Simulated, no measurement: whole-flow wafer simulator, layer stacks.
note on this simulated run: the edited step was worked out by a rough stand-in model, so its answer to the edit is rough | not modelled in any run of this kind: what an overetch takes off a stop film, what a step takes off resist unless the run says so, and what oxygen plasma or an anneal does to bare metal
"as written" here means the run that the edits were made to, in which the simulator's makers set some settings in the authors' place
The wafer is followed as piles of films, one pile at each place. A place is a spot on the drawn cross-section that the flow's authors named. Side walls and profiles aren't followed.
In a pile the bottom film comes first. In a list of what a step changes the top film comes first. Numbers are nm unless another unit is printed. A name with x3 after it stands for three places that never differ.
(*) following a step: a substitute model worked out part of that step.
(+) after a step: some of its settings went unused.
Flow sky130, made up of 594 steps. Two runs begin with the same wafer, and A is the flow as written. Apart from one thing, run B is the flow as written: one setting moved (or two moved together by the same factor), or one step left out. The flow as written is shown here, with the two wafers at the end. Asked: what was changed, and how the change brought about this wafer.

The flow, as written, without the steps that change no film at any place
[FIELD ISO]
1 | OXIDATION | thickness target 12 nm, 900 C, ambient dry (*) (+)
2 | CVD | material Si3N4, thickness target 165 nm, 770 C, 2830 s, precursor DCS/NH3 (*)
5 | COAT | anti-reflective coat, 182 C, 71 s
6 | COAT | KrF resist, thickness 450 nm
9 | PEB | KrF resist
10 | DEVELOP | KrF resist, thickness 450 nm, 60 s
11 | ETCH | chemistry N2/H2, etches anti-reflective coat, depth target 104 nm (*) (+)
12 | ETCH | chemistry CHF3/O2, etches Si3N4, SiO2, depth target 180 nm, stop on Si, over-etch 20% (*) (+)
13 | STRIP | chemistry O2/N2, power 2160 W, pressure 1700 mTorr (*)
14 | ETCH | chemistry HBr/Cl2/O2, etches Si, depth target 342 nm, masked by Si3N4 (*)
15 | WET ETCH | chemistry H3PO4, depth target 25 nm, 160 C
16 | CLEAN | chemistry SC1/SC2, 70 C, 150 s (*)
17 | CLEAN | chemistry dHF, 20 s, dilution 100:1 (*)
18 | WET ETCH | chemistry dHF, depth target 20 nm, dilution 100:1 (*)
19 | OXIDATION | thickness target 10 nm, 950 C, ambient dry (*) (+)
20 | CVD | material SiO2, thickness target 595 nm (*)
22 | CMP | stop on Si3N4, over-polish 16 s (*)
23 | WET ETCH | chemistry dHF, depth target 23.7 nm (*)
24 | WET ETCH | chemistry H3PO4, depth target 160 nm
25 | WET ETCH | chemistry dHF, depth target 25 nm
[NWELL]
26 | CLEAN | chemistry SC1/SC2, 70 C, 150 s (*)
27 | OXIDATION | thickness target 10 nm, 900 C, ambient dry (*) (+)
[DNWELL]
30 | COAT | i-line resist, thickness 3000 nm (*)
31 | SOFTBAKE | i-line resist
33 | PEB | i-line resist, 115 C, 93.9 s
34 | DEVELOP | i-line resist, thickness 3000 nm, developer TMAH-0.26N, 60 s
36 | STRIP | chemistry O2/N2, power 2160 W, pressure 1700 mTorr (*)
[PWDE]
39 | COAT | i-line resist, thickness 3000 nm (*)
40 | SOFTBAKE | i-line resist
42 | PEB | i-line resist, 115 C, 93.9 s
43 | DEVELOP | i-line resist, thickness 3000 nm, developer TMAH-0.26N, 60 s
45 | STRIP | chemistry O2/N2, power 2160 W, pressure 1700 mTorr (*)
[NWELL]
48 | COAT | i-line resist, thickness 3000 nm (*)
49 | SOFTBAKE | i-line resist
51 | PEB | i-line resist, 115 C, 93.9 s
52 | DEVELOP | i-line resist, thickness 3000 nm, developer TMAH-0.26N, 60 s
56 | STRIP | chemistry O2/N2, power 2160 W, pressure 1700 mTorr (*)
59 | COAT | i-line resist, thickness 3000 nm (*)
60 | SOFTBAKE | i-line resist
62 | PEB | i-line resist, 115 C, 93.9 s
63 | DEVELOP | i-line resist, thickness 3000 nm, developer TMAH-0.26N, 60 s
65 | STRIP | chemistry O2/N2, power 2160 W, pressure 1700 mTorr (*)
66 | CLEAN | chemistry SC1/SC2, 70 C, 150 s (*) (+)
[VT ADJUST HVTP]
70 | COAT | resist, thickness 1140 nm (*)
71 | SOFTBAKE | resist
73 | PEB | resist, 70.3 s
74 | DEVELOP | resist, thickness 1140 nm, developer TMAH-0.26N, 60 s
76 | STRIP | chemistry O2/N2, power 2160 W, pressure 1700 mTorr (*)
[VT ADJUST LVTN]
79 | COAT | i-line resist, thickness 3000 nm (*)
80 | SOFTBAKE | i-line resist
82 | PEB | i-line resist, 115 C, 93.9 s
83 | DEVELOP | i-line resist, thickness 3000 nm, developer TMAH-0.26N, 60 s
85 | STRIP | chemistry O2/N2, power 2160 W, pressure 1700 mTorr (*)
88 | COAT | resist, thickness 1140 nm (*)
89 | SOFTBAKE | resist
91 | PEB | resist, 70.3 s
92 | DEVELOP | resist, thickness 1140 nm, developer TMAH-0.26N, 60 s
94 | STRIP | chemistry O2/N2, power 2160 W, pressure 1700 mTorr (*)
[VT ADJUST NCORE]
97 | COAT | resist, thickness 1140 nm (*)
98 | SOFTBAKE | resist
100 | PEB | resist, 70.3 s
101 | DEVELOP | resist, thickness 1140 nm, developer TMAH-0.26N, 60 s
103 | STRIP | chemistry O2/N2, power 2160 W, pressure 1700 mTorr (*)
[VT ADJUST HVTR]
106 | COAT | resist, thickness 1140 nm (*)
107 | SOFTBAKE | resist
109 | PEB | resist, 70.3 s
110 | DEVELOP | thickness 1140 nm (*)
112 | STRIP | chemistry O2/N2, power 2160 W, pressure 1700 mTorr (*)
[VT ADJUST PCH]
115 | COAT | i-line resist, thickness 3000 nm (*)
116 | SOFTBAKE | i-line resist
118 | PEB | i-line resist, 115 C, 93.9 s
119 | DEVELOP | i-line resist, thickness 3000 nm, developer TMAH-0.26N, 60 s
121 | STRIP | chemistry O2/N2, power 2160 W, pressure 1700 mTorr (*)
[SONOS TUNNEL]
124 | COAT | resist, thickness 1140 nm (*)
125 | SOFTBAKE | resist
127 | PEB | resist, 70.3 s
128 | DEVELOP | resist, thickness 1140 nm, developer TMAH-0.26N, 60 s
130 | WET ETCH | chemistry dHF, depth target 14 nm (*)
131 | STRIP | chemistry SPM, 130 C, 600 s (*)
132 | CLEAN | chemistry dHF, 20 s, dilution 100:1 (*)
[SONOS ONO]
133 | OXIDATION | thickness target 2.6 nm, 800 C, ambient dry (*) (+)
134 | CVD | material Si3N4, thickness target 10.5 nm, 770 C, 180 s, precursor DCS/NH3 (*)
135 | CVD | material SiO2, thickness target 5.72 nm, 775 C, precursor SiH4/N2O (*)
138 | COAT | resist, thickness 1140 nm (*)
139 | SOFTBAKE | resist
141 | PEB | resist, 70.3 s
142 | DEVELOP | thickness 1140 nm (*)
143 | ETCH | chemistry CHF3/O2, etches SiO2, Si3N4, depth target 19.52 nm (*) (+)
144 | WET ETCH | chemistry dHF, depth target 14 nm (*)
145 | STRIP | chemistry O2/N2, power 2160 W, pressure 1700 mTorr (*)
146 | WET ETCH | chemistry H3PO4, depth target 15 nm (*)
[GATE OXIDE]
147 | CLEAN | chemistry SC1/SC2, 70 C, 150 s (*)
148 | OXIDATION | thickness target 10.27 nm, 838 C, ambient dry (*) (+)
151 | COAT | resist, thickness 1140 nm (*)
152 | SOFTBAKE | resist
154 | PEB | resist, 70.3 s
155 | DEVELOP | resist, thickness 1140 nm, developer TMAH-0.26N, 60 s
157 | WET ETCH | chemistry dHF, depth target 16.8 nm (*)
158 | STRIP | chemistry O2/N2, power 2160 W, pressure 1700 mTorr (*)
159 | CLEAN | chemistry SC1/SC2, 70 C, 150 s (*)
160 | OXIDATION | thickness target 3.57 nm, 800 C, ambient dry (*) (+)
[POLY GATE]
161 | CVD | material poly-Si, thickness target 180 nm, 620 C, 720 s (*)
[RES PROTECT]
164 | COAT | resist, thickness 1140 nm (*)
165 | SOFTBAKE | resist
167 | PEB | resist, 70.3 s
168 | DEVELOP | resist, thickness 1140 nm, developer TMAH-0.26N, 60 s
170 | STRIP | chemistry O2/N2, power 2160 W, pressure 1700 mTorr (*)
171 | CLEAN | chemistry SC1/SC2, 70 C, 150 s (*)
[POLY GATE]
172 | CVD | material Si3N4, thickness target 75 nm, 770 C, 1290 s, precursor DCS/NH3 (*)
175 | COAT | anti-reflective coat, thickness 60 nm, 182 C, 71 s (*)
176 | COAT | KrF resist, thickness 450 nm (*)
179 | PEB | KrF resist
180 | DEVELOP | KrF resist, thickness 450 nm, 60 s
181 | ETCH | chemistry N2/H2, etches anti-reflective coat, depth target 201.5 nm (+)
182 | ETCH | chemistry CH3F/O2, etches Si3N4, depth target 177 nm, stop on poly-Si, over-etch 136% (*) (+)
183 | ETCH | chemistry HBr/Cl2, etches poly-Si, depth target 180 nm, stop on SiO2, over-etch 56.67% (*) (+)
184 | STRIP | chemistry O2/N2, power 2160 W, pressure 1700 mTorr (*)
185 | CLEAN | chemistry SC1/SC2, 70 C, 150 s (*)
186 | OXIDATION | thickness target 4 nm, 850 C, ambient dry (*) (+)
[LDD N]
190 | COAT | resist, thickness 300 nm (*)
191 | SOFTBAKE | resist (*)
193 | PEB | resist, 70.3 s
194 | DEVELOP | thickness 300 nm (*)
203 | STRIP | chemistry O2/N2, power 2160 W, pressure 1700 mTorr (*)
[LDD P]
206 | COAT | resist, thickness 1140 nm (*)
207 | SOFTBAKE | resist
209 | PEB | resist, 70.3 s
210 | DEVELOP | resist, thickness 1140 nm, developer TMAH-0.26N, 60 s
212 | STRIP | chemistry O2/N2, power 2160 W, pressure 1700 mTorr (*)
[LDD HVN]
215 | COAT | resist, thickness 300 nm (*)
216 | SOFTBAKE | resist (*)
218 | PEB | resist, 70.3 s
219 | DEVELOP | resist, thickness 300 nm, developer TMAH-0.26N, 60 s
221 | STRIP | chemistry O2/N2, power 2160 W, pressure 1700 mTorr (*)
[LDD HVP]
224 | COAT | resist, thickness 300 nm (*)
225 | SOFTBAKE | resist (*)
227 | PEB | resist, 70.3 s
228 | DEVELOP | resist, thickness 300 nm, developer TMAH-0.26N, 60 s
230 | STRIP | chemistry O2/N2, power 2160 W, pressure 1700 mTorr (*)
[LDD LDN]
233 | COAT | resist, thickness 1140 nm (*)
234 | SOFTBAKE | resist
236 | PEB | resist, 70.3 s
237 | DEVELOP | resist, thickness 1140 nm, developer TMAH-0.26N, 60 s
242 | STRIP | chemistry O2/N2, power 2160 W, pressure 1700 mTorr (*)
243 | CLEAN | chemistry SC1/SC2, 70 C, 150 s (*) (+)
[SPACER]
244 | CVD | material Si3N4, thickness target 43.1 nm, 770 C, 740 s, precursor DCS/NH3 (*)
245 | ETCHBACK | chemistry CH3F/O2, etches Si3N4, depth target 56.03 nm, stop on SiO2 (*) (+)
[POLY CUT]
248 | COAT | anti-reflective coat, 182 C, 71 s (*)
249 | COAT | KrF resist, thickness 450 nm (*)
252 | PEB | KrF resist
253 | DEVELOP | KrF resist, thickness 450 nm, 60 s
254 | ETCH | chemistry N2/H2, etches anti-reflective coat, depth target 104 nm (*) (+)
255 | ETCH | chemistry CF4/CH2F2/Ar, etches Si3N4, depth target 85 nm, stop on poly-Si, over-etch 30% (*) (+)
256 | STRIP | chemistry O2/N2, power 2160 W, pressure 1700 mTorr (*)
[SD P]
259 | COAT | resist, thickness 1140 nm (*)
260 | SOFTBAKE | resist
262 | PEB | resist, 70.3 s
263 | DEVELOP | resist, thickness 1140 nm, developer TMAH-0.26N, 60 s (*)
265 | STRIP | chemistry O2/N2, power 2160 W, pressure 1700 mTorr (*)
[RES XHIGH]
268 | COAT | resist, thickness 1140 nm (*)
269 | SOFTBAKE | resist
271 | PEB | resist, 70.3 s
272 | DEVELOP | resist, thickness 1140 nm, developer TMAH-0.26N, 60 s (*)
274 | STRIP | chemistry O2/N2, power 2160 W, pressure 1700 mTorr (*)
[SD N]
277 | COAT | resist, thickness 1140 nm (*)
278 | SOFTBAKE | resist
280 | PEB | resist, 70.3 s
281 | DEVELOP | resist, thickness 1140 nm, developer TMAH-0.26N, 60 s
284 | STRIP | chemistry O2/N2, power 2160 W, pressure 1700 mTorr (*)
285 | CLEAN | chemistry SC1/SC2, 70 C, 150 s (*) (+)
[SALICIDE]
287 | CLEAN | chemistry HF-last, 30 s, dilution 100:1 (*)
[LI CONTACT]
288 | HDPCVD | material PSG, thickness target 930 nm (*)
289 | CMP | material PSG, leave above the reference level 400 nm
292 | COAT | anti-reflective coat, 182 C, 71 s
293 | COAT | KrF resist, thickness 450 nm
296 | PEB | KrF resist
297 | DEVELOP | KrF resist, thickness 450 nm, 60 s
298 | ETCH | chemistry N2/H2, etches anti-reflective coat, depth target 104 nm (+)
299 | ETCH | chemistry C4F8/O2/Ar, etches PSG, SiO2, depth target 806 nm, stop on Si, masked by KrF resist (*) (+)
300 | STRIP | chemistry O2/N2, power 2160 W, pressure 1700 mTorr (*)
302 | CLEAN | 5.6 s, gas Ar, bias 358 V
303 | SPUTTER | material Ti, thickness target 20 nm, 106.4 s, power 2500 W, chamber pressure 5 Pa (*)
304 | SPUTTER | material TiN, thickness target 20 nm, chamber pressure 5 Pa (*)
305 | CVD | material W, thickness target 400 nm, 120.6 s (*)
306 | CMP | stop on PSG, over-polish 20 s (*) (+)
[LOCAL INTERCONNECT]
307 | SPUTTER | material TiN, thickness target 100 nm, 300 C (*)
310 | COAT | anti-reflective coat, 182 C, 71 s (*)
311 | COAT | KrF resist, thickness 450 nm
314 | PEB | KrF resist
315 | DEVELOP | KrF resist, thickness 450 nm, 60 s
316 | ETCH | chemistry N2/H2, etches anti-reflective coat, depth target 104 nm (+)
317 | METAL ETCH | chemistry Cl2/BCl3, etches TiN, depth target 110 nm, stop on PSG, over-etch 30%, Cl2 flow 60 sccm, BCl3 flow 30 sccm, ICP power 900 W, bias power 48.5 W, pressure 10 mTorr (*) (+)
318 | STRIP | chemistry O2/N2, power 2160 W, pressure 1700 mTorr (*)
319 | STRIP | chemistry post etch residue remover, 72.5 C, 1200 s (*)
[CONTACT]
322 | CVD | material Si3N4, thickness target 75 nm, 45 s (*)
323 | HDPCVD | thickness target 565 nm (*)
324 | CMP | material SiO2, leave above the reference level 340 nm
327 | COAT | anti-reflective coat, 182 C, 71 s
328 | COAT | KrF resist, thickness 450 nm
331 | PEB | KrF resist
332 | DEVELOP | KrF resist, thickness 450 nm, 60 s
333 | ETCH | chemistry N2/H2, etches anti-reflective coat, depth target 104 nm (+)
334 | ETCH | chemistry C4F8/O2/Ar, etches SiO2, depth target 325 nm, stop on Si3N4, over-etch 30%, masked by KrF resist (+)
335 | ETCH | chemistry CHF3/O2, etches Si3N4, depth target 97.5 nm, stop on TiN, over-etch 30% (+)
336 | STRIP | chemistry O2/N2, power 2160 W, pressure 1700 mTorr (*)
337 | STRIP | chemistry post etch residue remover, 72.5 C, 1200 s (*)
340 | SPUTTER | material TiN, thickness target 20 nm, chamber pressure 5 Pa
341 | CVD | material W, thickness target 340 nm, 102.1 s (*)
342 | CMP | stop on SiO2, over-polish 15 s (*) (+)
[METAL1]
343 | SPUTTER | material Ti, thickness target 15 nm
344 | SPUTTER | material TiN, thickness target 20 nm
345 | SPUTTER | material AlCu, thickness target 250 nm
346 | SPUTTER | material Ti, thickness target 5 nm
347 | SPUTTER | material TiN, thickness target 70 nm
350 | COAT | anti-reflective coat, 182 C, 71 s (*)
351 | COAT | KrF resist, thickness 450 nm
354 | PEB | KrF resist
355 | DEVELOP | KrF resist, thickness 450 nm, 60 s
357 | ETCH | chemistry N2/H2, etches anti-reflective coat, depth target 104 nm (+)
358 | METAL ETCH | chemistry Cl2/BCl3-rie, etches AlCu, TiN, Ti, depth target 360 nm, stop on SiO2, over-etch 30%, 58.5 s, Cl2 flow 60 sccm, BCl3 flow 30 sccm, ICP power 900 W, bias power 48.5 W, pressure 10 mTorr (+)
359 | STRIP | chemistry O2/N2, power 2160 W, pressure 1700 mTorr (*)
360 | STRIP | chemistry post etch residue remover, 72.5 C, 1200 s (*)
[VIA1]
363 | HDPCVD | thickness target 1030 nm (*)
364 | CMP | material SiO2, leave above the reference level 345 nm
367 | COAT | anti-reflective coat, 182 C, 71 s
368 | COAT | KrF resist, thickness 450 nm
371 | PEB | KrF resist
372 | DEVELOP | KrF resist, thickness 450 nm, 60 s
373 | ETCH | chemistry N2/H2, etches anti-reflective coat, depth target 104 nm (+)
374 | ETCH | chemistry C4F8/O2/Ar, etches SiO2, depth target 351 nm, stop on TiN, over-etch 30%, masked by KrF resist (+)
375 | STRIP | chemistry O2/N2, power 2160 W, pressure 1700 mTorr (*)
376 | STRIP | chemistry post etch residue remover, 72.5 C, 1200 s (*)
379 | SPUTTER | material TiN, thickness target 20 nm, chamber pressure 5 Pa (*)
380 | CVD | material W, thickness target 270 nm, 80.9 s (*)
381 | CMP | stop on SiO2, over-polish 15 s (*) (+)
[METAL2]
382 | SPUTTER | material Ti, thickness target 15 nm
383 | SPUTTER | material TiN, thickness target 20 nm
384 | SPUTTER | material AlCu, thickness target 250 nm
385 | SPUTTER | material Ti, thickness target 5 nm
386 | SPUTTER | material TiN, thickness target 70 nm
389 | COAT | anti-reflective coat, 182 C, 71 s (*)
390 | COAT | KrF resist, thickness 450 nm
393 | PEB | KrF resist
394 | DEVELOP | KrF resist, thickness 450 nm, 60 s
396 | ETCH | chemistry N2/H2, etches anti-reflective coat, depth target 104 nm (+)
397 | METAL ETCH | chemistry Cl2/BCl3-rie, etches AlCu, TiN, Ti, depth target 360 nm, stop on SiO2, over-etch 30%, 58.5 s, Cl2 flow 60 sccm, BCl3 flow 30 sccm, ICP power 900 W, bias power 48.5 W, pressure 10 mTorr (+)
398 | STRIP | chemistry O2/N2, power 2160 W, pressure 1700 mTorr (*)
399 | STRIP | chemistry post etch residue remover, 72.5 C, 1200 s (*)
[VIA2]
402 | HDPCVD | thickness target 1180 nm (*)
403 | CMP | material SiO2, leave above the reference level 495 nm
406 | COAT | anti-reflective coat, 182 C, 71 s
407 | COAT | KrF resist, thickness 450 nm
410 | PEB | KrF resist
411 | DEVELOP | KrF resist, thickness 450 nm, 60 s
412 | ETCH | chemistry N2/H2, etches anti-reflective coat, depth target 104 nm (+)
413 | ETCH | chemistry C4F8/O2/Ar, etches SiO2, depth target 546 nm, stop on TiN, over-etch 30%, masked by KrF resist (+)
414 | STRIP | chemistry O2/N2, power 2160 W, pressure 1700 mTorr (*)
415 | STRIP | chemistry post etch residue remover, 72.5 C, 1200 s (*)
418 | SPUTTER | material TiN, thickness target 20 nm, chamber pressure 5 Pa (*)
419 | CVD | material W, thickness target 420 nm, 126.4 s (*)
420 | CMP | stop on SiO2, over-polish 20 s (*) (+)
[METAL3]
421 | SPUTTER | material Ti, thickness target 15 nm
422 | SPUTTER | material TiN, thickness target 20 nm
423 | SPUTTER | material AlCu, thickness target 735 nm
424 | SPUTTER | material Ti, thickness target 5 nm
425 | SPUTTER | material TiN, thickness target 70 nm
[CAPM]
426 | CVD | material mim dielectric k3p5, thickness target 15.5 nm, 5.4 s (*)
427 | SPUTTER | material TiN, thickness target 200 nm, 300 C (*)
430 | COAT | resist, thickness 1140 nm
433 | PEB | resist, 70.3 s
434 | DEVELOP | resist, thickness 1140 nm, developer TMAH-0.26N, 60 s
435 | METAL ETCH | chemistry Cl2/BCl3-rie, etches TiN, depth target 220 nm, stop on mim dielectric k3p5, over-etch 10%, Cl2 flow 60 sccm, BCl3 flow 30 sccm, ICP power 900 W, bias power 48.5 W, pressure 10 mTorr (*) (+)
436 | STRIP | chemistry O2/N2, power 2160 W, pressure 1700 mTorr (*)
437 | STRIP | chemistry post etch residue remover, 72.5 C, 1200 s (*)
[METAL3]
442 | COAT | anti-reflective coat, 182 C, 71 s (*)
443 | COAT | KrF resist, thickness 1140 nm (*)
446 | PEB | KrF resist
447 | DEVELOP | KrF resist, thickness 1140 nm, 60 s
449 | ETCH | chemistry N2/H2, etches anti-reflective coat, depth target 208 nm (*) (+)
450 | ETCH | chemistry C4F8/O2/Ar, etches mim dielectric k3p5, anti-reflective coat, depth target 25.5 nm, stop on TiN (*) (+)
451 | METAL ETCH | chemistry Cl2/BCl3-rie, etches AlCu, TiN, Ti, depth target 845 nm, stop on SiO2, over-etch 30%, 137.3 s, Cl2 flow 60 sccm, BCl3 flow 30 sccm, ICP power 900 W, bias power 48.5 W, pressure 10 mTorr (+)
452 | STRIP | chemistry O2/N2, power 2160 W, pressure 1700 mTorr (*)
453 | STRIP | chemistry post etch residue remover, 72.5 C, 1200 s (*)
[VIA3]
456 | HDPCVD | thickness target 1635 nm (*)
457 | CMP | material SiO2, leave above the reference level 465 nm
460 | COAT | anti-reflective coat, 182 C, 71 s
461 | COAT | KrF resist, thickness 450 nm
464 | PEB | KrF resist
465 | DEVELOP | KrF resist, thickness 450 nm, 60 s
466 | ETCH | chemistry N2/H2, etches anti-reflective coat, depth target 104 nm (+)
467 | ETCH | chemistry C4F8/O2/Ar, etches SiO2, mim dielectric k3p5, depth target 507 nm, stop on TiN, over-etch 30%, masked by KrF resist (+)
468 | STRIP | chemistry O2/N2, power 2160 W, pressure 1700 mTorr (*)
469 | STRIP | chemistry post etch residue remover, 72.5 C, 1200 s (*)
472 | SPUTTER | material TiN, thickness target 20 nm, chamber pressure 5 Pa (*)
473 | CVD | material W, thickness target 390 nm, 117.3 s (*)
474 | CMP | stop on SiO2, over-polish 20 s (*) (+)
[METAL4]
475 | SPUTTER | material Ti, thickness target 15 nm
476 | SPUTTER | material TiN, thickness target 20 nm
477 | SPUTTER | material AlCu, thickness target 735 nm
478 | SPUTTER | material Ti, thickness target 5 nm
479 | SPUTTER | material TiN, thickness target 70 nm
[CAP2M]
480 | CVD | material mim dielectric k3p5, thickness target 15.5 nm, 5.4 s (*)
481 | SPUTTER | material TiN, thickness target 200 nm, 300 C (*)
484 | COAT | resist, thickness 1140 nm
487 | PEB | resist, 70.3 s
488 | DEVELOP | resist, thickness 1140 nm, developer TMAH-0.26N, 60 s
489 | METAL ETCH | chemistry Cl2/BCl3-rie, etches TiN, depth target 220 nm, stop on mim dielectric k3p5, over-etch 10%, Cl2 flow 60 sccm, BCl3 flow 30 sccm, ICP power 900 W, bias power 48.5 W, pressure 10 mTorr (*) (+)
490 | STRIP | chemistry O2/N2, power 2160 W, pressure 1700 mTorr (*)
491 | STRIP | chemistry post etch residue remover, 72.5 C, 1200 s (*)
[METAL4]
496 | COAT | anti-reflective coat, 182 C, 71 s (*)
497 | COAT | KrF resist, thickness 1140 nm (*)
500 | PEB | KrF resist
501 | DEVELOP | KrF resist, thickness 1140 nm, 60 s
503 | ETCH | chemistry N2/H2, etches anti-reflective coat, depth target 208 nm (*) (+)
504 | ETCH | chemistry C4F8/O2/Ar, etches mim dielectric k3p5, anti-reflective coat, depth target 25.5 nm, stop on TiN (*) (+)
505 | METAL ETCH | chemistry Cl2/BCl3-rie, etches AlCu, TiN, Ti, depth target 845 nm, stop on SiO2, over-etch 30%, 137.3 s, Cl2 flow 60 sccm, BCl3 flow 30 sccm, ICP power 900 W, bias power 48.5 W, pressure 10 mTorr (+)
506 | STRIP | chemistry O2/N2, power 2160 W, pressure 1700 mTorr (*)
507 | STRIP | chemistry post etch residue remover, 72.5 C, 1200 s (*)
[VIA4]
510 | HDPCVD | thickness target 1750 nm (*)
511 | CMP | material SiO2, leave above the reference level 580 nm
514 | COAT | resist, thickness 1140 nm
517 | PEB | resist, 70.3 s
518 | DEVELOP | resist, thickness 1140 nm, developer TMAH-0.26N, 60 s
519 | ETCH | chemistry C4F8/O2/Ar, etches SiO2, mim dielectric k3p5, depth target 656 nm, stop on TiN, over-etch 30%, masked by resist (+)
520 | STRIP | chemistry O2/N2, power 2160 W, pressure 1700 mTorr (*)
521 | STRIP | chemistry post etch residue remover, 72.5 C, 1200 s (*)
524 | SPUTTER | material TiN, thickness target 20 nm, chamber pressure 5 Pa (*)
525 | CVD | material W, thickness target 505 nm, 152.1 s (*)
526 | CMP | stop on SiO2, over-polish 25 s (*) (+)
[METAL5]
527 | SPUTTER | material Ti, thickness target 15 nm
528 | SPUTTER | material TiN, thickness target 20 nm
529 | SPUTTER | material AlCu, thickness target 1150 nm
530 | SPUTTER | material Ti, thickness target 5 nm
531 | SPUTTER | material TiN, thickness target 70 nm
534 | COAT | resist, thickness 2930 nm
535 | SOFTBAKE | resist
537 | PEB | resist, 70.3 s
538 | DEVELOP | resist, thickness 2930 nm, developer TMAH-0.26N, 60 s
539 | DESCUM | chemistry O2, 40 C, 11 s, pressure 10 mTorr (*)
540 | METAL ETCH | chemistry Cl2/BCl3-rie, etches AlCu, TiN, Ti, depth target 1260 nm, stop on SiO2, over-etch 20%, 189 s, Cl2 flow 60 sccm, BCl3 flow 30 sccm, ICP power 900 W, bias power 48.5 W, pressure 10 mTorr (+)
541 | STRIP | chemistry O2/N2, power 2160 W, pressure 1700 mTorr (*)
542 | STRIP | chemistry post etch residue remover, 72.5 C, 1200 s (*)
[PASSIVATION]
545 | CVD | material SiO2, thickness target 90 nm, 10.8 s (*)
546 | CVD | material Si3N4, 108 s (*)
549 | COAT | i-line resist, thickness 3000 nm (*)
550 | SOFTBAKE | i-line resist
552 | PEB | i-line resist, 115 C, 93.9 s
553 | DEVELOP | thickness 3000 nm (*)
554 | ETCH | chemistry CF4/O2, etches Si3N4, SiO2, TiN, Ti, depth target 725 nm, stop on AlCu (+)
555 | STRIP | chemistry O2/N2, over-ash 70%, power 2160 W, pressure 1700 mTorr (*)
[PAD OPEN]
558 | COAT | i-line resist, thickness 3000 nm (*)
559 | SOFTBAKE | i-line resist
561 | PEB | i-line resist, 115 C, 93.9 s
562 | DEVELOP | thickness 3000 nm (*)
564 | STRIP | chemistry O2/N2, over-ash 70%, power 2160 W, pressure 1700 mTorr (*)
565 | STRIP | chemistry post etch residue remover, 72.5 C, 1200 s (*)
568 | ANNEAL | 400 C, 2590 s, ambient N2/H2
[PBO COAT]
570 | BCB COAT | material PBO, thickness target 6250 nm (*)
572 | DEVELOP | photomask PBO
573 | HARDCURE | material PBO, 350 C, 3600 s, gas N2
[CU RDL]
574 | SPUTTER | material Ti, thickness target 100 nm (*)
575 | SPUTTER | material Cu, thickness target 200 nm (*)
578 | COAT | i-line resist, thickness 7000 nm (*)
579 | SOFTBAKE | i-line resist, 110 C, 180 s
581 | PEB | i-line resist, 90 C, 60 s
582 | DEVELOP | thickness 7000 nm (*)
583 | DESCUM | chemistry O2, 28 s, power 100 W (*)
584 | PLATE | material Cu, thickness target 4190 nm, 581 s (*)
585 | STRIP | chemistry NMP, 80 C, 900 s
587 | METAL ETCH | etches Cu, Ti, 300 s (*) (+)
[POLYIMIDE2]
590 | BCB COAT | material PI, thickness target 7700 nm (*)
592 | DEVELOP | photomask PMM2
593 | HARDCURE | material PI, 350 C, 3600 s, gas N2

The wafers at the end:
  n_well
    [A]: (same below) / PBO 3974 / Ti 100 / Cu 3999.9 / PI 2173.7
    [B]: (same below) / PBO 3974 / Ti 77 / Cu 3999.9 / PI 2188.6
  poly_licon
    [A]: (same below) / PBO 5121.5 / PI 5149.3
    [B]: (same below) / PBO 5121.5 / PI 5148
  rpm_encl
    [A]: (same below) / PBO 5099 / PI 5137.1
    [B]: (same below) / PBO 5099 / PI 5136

What caused this: step 574, SPUTTER: thickness target 77 nm was run, whereas the flow has thickness target 100 nm.
One can read it off the wafer: n_well has Ti 77, and step 574 as written asks for 100 nm.

Step by step, how the change led to this:
  574 | SPUTTER | material Ti, thickness target 100 nm (*)
      field, active, n_well and 190 more: A +100 Ti (new film) | B +77 Ti (new film)
  587 | METAL ETCH | etches Cu, Ti, 300 s (*) (+)
      field, active, gate and 167 more: A -200 Cu (all of it), -100 Ti (all of it) | B -200 Cu (all of it), -77 Ti (all of it)
  590 | BCB COAT | material PI, thickness target 7700 nm (*)
      de16_gate_nw: A +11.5 um PI (new film) | B +11.48 um PI (new film)
